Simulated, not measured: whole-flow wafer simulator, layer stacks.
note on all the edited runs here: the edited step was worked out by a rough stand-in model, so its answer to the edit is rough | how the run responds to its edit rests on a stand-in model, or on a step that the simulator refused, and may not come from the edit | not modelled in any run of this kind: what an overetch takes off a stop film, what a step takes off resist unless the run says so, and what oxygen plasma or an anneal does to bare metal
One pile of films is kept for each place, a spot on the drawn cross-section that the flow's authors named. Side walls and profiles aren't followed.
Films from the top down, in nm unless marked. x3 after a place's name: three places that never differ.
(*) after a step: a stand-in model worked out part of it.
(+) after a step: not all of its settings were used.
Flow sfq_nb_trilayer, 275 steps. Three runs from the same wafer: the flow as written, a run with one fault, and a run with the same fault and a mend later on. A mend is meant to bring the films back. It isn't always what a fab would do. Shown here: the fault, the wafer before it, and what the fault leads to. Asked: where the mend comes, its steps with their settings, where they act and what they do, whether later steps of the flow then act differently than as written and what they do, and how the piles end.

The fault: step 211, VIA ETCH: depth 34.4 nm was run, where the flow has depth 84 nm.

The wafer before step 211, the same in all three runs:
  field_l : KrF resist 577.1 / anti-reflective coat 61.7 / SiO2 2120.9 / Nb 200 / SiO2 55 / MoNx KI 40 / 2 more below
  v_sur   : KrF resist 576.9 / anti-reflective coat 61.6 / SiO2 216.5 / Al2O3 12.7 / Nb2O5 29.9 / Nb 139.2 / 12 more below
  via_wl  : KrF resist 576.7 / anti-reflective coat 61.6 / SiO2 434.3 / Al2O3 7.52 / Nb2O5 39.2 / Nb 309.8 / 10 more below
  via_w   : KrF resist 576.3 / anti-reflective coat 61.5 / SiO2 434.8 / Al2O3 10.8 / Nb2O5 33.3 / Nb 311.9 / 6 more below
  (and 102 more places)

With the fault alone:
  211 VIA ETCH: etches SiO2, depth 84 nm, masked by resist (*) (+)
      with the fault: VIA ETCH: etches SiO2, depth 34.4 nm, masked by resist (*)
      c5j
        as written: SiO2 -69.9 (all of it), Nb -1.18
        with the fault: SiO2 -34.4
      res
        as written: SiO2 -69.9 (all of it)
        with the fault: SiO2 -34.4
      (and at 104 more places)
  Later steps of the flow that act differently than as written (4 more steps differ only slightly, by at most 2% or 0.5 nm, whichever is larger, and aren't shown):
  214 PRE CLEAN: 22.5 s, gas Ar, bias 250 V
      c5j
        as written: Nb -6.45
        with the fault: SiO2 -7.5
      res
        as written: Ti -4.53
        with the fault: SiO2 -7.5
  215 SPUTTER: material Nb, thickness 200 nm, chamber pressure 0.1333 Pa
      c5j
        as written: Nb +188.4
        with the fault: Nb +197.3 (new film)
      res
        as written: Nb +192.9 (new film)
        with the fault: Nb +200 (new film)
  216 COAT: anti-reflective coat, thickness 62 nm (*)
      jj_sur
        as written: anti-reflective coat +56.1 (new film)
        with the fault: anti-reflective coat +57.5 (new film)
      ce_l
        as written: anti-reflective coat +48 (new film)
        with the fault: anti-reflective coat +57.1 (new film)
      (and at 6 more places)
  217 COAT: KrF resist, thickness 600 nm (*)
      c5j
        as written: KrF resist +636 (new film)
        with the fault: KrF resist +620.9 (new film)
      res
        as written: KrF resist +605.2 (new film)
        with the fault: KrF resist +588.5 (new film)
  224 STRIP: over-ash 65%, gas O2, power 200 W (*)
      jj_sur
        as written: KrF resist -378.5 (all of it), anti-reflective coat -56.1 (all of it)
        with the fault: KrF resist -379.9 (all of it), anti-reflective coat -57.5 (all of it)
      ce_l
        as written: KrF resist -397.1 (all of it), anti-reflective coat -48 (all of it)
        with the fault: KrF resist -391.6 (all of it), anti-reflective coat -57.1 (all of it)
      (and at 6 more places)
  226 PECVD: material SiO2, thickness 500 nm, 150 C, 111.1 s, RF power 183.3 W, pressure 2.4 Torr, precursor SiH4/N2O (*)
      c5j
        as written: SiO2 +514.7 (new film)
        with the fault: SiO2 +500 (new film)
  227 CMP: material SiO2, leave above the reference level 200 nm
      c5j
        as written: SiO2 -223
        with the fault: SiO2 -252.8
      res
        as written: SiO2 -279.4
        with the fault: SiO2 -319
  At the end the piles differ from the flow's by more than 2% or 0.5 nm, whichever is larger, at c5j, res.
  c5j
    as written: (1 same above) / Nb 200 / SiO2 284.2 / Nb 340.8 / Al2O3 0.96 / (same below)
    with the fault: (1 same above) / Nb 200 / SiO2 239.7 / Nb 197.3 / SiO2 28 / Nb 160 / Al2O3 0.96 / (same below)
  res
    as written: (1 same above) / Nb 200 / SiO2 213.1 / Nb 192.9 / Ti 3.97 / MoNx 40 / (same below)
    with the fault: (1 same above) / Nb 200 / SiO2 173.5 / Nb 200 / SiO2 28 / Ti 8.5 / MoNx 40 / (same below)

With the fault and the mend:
  The mend comes after step 211.
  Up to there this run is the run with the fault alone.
  211a VIA ETCH: etches SiO2, depth 49.6 nm, masked by resist (*) (+) (the flow's step 211 once more, with other settings)
      field_l, v_sur, via_wl and 101 more
        KrF resist -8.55
      c5j
        SiO2 -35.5 (all of it), Nb -1.18
      res
        SiO2 -35.5 (all of it)
  No later step of the flow acts differently than as written at any place that is followed.
  At the end the piles are the same as the flow's at every place that both follow.
